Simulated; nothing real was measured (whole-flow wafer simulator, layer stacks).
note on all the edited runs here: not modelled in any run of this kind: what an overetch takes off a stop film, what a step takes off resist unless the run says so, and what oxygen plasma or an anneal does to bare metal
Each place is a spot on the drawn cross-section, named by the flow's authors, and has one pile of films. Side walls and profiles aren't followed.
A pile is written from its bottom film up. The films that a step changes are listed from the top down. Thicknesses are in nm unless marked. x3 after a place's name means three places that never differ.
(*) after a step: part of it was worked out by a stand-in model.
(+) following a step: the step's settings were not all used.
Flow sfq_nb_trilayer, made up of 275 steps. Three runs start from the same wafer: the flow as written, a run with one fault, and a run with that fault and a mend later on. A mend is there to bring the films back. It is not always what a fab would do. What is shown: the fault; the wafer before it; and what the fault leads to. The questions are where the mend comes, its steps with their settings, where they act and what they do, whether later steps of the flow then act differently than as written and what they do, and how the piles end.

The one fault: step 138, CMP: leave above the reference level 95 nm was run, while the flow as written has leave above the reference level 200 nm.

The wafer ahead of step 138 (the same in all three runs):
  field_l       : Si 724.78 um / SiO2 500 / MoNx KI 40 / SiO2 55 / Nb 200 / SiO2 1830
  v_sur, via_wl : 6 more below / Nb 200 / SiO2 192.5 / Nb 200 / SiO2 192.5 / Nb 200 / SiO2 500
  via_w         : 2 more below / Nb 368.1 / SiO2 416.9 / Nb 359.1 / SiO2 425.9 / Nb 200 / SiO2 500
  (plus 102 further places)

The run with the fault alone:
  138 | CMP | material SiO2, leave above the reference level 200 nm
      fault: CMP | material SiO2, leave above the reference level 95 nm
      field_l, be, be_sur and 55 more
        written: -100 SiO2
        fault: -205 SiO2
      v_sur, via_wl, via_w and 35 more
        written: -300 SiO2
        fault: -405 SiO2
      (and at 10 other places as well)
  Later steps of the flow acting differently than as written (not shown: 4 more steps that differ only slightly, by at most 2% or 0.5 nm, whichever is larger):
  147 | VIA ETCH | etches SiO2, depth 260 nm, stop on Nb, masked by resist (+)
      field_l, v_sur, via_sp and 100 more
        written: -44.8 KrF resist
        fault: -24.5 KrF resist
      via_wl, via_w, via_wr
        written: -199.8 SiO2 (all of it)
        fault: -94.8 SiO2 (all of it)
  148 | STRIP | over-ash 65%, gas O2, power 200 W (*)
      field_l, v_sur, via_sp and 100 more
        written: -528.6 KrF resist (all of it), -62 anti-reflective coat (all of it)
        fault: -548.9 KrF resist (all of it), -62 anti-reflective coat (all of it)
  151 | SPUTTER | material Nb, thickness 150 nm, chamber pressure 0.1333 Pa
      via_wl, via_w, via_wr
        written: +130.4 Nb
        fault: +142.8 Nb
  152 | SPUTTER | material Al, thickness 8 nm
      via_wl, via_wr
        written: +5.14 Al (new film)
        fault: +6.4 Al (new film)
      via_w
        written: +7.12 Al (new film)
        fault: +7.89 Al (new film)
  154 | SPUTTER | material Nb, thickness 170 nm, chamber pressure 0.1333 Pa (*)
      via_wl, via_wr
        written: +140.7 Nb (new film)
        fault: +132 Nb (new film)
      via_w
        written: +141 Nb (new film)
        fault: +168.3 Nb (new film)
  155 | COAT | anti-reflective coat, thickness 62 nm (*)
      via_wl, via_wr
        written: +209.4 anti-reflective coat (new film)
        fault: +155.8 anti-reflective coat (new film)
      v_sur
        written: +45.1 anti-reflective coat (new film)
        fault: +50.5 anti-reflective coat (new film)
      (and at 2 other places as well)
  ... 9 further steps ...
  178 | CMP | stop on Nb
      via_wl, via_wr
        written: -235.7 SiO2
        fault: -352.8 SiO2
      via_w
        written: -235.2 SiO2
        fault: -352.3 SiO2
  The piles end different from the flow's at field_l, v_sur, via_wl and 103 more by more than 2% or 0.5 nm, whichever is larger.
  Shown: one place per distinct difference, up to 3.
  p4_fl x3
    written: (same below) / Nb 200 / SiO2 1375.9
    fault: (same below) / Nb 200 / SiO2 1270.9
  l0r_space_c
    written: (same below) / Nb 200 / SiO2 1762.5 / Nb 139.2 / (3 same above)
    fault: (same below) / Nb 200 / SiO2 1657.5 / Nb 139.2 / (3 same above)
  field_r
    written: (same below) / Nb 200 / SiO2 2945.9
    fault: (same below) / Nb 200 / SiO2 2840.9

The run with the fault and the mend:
  The mend stands after step 139.
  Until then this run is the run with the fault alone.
  139a | PECVD | material SiO2, thickness 105 nm, 150 C, 23.33 s, RF power 183.3 W, pressure 2.4 Torr, precursor SiH4/N2O (the flow's step 137, run once more with other settings)
      field_l, v_sur, via_wl and 103 more
        +105 SiO2
  Later steps of the flow that are run all act as written at every place that is followed, up to a difference of at most 2% or 0.5 nm, whichever is larger.
  When the end is reached, the piles differ only a little from the flow's at the places that both follow, at most by 2% or 0.5 nm, whichever is larger.
